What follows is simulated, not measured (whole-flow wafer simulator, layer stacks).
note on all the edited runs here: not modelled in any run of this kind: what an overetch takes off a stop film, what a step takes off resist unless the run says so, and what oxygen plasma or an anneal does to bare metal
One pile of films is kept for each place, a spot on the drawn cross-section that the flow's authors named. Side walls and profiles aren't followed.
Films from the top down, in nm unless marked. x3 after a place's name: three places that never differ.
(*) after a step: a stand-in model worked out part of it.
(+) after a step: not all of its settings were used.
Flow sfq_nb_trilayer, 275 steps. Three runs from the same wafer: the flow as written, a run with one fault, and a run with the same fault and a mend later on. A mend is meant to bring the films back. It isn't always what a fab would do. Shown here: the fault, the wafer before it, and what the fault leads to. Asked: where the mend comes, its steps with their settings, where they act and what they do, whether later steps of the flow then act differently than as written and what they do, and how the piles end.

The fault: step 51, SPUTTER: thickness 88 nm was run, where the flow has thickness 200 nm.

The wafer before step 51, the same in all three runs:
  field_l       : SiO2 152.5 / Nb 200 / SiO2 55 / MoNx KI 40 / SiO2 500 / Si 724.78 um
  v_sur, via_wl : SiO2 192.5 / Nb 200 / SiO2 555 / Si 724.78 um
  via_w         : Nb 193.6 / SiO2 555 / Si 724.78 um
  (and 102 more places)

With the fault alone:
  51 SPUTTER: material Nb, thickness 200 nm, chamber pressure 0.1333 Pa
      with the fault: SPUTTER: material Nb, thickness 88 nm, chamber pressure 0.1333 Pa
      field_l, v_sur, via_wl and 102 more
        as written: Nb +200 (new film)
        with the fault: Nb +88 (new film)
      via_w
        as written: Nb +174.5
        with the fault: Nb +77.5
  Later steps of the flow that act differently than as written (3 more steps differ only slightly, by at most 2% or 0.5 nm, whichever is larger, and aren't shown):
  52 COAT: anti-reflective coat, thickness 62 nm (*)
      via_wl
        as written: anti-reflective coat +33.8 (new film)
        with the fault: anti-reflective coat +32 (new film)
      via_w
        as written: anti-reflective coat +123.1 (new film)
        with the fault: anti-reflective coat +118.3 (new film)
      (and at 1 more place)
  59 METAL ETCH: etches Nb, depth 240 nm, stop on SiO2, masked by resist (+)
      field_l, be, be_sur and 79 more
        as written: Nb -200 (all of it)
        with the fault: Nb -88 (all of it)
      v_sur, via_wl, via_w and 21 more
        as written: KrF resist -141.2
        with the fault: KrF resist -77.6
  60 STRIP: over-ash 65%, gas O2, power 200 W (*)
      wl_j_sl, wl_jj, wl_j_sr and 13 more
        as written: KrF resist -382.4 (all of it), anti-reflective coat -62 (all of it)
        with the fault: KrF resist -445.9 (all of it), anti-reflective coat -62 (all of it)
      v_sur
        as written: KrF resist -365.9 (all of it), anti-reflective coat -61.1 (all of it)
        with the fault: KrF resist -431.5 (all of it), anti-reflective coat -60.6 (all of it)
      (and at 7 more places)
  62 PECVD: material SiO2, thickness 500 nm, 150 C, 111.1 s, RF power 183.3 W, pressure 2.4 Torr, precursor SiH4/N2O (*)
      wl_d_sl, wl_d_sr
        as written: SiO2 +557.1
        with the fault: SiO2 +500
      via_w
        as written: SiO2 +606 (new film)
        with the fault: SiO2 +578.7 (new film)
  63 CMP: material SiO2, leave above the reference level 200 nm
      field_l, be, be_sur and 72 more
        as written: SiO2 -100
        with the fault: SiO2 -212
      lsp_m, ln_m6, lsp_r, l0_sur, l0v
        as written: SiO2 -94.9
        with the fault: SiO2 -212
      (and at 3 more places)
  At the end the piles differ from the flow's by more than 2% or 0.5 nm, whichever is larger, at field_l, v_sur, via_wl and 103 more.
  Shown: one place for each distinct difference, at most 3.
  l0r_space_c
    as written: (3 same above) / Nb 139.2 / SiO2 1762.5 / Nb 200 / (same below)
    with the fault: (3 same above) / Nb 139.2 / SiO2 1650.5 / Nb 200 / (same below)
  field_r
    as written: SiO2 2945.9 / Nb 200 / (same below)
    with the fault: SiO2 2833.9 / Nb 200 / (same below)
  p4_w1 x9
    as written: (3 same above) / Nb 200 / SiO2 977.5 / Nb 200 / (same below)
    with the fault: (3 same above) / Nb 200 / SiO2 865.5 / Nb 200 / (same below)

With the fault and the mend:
  The mend comes after step 57.
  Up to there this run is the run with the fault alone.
  57a STRIP: over-ash 65%, gas O2, power 200 W (*)
      p4_fl x3, p4_w1 x9, p4_g1 x2 and 47 more
        anti-reflective coat -62 (all of it)
      wl_j_sl, wl_jj, wl_j_sr and 13 more
        KrF resist -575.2 (all of it), anti-reflective coat -62 (all of it)
      r_sur, res, r_end and 8 more
        anti-reflective coat -61.8 (all of it)
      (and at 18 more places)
  57b SPUTTER: material Nb, thickness 112 nm, chamber pressure 0.1333 Pa (the flow's step 51 once more, with other settings)
      field_l, v_sur, via_wl and 102 more
        Nb +112
      via_w
        Nb +92.7
  57c COAT: anti-reflective coat, thickness 62 nm (*) (the flow's step 52 once more)
      p4_fl x3, p4_w1 x9, p4_g1 x2 and 63 more
        anti-reflective coat +62 (new film)
      r_sur, res, r_end and 9 more
        anti-reflective coat +61.8 (new film)
      jj_sur, ce_l, c5j, ce_r, sp_r, be_r
        anti-reflective coat +61.7 (new film)
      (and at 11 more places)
  57d COAT: KrF resist, thickness 600 nm (*) (the flow's step 53 once more)
      p4_fl x3, p4_w1 x9, p4_g1 x2 and 63 more
        KrF resist +600 (new film)
      res, r_end, moat, field_r, l0_sur
        KrF resist +599.4 (new film)
      lsp_l, ln_m5, lsp_m, ln_m6, lsp_r
        KrF resist +599.5 (new film)
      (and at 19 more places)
  57e SOFTBAKE: KrF resist (the flow's step 54 once more)
      changes no film at any place that is followed
  57f EXPOSE: photomask M1, dose 12.11 mJ/cm2, NA 0.6, wavelength 248 nm (*) (the flow's step 55 once more)
      changes no film at any place that is followed
  57g PEB: KrF resist, 90 s (the flow's step 56 once more)
      wire, be, be_sur and 96 more
        KrF resist -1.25
      field_l, via_v
        KrF resist -1.24
      via_wl, via_wr
        KrF resist -1.26
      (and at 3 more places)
  57h DEVELOP: KrF resist, thickness 600 nm, 60 s (the flow's step 57 once more)
      p4_fl x3, p4_w1 x9, p4_g1 x2 and 47 more
        KrF resist -598.7 (all of it)
      v_sur, via_wl, via_w and 21 more
        KrF resist -23.5
      moat, field_r, lsp_l, lsp_m, ln_m6, lsp_r, l0_sur
        KrF resist -598.2 (all of it)
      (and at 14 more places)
  No later step of the flow acts differently than as written, at any place that is followed, by more than 2% or 0.5 nm, whichever is larger.
  At the end the piles differ from the flow's only slightly at the places that both follow, by at most 2% or 0.5 nm, whichever is larger.
